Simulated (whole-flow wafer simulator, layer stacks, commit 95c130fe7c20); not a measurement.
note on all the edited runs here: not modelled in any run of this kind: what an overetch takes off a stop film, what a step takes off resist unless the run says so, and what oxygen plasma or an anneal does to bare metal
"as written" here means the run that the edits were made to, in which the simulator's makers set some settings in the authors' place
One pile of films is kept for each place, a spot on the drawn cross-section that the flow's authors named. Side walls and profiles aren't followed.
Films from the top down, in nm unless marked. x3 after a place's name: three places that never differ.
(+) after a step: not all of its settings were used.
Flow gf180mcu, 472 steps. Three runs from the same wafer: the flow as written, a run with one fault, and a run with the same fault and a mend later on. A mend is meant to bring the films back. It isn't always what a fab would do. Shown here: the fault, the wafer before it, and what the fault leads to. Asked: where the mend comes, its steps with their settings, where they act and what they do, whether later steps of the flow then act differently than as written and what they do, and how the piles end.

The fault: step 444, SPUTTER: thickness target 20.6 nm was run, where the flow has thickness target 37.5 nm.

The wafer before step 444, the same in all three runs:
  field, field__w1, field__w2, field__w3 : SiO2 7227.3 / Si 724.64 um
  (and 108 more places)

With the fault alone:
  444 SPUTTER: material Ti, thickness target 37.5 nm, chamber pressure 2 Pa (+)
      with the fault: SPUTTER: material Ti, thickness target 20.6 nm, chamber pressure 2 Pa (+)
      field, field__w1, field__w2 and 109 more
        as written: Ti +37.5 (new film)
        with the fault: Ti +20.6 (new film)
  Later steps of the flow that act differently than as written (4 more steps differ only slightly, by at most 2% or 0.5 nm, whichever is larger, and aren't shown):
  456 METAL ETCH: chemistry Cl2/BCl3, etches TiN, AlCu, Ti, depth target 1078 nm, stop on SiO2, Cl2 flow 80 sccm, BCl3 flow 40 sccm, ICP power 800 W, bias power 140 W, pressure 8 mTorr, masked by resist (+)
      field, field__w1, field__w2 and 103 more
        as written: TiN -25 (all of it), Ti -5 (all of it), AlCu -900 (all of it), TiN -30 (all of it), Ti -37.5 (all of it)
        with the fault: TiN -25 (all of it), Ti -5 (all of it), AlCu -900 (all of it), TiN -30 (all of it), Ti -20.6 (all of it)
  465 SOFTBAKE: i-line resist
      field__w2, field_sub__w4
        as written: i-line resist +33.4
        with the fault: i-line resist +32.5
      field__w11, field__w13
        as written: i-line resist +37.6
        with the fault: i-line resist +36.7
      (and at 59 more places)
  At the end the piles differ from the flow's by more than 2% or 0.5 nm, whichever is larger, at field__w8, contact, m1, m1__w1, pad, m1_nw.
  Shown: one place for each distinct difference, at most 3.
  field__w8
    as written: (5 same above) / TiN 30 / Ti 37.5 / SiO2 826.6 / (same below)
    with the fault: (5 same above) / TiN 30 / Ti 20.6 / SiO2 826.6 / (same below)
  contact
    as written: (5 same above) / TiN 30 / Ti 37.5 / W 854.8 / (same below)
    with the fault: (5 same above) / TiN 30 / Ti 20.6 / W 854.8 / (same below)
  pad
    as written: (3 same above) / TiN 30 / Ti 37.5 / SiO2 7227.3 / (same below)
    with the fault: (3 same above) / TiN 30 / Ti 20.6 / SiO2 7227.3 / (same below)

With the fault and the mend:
  The mend comes after step 444.
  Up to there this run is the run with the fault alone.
  444a SPUTTER: material Ti, thickness target 16.9 nm, chamber pressure 2 Pa (+) (the flow's step 444 once more, with other settings)
      field, field__w1, field__w2 and 109 more
        Ti +16.9
  No later step of the flow acts differently than as written at any place that is followed.
  At the end the piles are the same as the flow's at every place that both follow.
